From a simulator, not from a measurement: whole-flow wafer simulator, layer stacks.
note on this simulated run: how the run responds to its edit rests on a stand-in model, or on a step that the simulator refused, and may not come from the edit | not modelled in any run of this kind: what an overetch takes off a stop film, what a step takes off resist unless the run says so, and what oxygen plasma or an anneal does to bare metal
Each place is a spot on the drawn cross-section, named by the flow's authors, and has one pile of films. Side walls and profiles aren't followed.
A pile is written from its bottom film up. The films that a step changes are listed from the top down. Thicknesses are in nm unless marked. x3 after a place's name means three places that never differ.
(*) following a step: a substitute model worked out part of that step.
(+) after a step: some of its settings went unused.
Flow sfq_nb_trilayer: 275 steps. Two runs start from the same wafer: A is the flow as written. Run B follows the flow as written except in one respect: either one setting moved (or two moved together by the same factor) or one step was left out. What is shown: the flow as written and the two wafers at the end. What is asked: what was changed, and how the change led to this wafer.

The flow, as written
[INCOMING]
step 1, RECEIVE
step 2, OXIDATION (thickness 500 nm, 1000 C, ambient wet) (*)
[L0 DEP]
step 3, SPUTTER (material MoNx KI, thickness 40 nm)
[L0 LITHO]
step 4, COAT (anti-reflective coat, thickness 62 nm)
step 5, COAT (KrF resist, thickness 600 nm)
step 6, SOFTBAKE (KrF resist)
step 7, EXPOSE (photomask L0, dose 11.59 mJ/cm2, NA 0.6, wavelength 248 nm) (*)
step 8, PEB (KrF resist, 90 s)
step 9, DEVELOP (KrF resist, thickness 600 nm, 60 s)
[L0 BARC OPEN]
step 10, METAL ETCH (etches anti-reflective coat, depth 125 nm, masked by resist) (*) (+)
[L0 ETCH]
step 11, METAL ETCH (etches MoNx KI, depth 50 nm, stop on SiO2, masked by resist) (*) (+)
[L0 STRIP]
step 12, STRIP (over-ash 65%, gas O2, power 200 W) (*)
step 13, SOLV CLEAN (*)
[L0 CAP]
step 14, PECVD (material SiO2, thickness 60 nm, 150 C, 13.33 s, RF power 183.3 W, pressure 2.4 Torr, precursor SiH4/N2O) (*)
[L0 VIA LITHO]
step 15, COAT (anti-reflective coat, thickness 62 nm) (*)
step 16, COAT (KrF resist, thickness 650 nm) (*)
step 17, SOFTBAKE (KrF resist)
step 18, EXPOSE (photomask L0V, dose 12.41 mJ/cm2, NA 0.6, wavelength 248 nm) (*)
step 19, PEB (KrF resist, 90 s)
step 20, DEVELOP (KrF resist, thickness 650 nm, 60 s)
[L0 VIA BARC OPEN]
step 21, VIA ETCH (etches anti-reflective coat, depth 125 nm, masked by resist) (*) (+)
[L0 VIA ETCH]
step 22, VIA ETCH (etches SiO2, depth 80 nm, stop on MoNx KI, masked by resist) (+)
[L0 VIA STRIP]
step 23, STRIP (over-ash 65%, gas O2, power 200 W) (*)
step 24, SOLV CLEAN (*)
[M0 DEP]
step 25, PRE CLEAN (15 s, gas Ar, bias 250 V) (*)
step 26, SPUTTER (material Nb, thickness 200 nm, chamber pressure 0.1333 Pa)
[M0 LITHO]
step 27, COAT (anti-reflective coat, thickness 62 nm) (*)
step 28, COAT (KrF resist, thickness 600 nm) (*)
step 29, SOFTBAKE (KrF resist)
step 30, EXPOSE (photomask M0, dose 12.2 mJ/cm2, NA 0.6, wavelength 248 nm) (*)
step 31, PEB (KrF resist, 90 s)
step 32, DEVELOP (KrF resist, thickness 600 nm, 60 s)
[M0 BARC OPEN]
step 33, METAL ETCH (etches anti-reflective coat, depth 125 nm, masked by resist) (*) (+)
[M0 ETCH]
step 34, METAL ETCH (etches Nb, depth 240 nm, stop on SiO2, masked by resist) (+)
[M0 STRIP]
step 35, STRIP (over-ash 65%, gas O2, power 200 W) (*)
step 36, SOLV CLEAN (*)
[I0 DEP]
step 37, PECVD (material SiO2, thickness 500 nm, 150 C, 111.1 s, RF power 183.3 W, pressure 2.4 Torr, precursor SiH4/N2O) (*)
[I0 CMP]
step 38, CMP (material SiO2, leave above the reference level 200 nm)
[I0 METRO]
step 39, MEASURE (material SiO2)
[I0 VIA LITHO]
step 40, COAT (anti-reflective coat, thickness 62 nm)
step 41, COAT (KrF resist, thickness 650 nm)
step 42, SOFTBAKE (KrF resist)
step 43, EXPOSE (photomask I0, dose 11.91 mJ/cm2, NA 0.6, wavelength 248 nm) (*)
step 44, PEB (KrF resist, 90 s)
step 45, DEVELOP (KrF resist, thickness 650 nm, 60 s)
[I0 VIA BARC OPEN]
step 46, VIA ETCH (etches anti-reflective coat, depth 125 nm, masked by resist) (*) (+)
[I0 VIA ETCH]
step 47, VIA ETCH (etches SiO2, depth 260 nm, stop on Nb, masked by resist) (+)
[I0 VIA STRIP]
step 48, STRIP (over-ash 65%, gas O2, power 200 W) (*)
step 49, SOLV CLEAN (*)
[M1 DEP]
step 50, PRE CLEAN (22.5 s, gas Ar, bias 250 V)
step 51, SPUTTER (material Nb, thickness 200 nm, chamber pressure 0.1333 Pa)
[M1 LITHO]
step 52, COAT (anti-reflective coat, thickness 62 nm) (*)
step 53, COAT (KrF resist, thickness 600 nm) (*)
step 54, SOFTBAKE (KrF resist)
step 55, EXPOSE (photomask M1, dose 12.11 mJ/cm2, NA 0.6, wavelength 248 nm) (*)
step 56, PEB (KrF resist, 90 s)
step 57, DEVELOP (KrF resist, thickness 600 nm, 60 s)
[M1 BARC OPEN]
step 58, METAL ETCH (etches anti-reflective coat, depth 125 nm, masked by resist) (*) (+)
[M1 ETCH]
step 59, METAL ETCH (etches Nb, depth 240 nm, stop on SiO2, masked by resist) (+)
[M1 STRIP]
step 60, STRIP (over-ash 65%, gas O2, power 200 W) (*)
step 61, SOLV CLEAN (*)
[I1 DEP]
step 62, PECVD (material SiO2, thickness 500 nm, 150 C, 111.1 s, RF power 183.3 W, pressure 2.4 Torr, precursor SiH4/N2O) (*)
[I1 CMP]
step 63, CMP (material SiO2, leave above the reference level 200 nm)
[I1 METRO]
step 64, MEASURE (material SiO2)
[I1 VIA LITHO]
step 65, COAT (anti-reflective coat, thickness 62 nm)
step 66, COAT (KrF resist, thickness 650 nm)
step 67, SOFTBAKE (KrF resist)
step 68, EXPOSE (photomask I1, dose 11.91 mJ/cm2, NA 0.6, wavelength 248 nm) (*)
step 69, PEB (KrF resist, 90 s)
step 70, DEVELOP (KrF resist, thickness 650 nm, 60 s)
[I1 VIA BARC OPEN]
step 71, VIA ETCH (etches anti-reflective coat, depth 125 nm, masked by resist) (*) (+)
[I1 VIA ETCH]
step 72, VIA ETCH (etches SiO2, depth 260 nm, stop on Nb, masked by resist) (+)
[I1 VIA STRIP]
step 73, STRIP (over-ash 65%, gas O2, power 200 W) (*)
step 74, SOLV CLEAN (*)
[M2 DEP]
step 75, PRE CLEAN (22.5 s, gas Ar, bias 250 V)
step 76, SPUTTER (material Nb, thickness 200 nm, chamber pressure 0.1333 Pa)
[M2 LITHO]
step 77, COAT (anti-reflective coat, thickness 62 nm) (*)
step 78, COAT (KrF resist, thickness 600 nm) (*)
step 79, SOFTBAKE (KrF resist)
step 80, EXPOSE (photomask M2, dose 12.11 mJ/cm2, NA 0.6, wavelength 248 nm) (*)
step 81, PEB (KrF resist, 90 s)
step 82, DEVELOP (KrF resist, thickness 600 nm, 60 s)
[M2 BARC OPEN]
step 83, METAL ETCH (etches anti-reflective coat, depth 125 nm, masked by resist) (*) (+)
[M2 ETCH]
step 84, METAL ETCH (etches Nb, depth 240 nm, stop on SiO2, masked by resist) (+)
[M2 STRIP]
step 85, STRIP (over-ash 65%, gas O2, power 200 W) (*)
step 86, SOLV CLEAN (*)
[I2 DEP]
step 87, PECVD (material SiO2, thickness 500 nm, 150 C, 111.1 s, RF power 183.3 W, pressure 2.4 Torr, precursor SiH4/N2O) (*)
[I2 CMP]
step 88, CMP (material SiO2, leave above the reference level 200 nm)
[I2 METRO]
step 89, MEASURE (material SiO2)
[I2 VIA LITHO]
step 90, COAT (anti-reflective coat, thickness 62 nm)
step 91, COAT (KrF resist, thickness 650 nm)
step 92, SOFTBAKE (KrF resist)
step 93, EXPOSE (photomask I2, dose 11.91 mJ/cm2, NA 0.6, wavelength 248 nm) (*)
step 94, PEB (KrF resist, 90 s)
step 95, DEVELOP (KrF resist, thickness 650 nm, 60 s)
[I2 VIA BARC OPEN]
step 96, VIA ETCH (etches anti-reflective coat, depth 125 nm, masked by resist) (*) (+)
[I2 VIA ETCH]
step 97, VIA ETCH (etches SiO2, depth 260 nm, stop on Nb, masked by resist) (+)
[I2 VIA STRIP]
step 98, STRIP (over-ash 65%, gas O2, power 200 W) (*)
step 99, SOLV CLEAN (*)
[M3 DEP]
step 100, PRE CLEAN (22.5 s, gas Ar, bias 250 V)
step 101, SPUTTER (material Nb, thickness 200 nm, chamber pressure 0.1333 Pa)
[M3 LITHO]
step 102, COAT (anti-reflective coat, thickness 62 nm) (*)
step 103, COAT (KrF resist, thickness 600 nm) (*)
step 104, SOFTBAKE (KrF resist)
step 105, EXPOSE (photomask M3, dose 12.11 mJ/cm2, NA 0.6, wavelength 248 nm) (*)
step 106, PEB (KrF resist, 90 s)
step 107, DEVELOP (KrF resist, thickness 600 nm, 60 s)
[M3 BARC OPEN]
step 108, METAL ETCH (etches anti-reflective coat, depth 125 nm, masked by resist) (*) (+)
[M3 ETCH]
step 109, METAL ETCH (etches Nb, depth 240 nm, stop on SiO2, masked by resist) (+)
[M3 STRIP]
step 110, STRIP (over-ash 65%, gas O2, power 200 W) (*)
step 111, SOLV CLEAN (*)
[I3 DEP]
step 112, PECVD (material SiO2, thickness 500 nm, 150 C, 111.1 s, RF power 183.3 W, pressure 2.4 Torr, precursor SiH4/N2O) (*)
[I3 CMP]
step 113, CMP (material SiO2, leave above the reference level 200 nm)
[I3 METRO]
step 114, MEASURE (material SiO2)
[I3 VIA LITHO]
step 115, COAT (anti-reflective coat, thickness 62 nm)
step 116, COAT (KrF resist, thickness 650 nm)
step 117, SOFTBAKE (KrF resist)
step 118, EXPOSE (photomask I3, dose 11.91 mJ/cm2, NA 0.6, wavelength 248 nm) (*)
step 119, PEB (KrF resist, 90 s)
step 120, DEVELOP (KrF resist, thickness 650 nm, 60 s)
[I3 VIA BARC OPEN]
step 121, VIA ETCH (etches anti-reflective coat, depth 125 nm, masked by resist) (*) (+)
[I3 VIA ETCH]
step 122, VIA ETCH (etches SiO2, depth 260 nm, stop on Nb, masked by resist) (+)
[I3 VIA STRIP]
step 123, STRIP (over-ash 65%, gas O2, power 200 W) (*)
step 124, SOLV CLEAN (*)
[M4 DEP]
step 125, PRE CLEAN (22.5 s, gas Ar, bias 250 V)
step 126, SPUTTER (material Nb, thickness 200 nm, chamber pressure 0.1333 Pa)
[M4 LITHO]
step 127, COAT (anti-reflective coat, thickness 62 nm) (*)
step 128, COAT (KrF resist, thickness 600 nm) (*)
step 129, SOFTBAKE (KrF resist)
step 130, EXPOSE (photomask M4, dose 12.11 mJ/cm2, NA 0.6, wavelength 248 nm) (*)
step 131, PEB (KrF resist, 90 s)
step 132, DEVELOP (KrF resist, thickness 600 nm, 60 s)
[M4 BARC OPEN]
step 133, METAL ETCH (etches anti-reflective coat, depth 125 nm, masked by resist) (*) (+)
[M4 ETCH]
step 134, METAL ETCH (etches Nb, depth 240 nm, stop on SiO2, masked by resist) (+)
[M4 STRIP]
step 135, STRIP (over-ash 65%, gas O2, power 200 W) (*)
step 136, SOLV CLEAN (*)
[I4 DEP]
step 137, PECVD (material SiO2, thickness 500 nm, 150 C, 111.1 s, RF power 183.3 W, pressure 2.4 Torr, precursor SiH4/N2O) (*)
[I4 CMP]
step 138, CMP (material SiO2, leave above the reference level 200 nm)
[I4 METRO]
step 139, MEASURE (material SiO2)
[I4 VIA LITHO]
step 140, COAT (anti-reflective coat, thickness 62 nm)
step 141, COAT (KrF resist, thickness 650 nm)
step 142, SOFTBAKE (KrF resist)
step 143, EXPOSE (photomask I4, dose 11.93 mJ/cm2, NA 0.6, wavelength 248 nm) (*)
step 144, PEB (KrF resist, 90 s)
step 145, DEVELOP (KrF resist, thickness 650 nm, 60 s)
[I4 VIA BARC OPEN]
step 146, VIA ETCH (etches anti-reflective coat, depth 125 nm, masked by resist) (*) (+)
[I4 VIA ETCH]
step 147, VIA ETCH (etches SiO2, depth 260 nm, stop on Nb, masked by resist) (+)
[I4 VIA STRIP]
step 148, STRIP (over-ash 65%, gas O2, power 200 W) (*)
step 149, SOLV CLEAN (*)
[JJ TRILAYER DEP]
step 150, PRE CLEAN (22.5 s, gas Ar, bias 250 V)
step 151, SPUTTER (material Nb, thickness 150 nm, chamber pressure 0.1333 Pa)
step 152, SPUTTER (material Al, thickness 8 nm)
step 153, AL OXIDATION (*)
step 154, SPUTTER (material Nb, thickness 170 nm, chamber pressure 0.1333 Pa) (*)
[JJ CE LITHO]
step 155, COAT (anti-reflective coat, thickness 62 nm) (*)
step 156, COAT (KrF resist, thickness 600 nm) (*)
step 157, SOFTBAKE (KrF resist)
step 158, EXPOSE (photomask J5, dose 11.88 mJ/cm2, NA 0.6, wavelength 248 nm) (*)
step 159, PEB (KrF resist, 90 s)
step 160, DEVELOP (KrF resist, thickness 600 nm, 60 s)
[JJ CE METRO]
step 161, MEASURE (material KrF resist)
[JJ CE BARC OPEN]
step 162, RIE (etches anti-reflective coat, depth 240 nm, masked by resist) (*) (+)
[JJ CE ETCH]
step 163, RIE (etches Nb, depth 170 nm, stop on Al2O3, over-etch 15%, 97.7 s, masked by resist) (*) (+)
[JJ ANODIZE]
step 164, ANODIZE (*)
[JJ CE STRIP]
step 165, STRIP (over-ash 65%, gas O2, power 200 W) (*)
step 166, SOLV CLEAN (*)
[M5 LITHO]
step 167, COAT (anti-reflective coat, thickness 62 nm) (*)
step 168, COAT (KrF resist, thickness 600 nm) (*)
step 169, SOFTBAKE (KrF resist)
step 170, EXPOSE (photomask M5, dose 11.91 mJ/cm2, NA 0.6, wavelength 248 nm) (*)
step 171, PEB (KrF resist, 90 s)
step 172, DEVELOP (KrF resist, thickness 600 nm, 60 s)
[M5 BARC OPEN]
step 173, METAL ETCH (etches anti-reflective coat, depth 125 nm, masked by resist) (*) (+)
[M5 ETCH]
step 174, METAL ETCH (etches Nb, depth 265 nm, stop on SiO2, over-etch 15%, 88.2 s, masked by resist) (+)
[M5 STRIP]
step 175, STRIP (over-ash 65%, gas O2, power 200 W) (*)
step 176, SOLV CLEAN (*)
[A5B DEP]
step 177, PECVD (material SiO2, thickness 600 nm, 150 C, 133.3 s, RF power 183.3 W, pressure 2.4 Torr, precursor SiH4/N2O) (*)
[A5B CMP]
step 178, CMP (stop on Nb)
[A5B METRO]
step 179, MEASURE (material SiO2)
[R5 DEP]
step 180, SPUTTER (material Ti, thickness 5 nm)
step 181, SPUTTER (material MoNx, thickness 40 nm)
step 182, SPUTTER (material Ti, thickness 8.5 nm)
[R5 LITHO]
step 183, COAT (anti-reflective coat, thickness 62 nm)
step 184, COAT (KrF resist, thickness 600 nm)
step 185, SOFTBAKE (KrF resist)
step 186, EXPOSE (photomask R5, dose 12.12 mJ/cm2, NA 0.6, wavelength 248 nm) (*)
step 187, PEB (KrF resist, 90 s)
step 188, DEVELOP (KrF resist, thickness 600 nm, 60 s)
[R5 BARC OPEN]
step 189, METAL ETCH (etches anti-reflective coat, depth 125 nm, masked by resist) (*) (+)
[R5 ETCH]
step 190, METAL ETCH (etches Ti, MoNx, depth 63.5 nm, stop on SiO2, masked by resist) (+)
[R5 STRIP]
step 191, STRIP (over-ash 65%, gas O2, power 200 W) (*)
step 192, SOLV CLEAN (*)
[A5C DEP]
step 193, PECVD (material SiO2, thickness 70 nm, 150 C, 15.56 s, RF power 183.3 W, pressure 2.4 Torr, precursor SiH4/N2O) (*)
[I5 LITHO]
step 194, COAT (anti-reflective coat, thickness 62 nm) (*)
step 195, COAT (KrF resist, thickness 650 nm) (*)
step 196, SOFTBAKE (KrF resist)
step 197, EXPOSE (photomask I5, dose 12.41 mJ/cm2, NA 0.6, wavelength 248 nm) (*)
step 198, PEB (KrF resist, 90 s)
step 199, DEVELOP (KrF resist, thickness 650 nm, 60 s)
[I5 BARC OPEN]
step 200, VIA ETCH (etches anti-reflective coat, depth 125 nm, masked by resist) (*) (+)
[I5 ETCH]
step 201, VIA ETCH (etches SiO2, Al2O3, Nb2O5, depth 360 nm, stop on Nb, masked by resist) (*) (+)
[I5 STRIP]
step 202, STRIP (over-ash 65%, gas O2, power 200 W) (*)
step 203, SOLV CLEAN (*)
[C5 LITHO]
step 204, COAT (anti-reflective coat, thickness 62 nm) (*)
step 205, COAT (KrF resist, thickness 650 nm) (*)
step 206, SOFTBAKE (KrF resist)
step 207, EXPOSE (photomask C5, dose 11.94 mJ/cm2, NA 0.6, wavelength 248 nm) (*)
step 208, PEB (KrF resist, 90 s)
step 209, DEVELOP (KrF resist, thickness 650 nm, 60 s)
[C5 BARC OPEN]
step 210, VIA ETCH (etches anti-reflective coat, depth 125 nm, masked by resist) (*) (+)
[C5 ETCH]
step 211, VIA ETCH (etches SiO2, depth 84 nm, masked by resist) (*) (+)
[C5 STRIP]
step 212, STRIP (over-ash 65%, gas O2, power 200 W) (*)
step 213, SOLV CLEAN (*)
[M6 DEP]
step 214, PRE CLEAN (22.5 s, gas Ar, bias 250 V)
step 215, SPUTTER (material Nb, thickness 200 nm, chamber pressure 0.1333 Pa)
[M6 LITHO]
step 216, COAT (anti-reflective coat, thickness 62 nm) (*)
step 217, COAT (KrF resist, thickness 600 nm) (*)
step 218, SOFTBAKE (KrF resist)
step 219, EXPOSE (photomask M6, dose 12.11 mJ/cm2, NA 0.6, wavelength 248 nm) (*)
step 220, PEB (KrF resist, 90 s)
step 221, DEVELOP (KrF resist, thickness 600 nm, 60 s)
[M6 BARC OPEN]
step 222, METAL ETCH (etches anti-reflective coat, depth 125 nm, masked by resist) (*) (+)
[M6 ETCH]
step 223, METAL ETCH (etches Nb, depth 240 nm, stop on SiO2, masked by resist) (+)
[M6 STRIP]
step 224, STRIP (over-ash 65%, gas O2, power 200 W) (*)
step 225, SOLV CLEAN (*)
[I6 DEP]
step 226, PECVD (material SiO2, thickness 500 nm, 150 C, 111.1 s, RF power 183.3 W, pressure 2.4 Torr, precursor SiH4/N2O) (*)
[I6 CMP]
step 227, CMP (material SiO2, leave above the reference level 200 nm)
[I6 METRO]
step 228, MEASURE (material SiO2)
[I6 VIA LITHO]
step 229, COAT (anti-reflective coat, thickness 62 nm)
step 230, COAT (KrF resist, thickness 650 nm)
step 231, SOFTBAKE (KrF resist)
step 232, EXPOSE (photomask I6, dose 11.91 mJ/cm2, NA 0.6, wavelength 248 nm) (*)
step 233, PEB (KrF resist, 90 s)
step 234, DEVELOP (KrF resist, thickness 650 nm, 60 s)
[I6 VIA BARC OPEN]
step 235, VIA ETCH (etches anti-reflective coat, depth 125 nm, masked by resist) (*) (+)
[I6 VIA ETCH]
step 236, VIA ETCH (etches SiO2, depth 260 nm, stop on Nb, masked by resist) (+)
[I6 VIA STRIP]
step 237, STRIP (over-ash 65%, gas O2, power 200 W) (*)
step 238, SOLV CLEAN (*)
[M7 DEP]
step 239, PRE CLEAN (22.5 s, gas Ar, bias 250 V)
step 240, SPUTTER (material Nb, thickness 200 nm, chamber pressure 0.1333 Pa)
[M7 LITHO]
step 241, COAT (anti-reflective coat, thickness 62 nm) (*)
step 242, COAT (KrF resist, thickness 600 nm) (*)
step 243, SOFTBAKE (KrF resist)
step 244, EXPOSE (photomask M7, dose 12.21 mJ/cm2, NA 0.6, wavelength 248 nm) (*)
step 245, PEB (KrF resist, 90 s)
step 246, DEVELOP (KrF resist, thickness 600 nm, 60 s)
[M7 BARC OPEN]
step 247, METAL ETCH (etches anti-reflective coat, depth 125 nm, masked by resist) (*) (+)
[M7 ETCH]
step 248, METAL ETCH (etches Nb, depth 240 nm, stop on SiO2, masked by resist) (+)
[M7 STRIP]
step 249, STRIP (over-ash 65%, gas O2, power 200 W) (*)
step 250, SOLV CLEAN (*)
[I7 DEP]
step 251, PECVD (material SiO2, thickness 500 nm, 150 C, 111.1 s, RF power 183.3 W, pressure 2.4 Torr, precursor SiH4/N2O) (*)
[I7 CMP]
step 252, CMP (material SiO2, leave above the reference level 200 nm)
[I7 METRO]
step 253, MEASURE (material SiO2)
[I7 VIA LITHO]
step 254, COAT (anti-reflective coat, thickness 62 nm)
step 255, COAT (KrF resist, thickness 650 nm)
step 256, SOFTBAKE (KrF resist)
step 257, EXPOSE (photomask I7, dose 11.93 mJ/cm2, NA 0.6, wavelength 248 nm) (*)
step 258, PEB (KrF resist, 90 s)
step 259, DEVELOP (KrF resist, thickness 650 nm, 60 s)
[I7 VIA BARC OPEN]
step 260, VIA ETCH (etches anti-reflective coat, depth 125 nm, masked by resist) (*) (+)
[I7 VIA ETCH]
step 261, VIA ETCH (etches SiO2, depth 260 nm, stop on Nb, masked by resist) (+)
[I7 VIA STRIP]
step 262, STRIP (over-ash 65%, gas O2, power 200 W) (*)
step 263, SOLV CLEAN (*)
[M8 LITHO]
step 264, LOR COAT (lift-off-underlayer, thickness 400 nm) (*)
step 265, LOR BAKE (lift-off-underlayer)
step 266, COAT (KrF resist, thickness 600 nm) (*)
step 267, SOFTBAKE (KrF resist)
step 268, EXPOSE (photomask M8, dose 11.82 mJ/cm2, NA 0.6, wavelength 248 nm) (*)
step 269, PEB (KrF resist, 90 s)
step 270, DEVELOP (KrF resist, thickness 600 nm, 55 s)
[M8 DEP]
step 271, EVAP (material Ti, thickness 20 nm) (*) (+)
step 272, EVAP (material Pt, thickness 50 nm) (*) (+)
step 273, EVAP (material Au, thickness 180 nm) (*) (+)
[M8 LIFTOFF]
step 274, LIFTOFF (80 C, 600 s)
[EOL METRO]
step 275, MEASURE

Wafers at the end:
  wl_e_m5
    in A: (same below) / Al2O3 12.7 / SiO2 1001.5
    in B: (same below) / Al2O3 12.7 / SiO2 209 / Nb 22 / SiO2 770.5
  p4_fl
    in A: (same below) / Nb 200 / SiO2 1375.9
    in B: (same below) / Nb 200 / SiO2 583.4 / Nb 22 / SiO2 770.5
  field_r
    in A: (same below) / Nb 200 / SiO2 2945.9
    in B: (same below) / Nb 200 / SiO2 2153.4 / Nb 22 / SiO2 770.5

What caused this: step 223, METAL ETCH: depth 178 nm was run, whereas the flow has depth 240 nm.

Step by step, how the change led to this:
  step 223, METAL ETCH (etches Nb, depth 240 nm, stop on SiO2, masked by resist) (+)
      field_l, gap, moat and 76 more: A Nb loses 200 (all of it) | B Nb loses 178
      v_sur, via_wl, via_w and 24 more: A KrF resist loses 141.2 | B KrF resist loses 104.7
  step 224, STRIP (over-ash 65%, gas O2, power 200 W) (*)
      wl_j_sl, wl_j_sr: A KrF resist loses 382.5 (all of it), anti-reflective coat loses 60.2 (all of it) | B KrF resist loses 419 (all of it), anti-reflective coat loses 60.2 (all of it)
      wl_c_m6, wl_f_m6: A KrF resist loses 382.3 (all of it), anti-reflective coat loses 62 (all of it) | B KrF resist loses 418.7 (all of it), anti-reflective coat loses 62 (all of it)
      (and at 23 other places as well)
  step 226, PECVD (material SiO2, thickness 500 nm, 150 C, 111.1 s, RF power 183.3 W, pressure 2.4 Torr, precursor SiH4/N2O) (*)
      field_l, p4_fl, p4_fm and 62 more: A SiO2 gains 500 | B SiO2 gains 500 (new film)
      moat, field_r, lsp_l, ln_m5, lsp_m: A SiO2 gains 493.6 | B SiO2 gains 494.3 (new film)
      (and at 9 other places as well)
  step 227, CMP (material SiO2, leave above the reference level 200 nm)
      field_l, p4_fl, p4_fm and 59 more: A SiO2 loses 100 | B SiO2 loses 122
      moat, field_r, lsp_l, ln_m5, lsp_m: A SiO2 loses 93.6 | B SiO2 loses 116.3
      (and at 8 other places as well)
Taking metal films that touch as one body, wl_e_m5 has 7 bodies (between them, from the top down: SiO2 209 / Al2O3 12.7 / Nb2O5 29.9; SiO2 192.5; SiO2 192.5; SiO2 192.5; SiO2 192.5; SiO2 192.5); the flow as written gives 6 bodies (between them, from the top down: SiO2 192.5; SiO2 192.5; SiO2 192.5; SiO2 192.5; SiO2 192.5).
Taking metal films that touch as one body, p4_fl has 3 bodies (between them, from the top down: SiO2 583.4; SiO2 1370); the flow as written gives 2 bodies (between them, from the top down: SiO2 1370).
Taking metal films that touch as one body, field_r has 2 bodies (between them, from the top down: SiO2 2153.4); the flow as written gives 1 body.
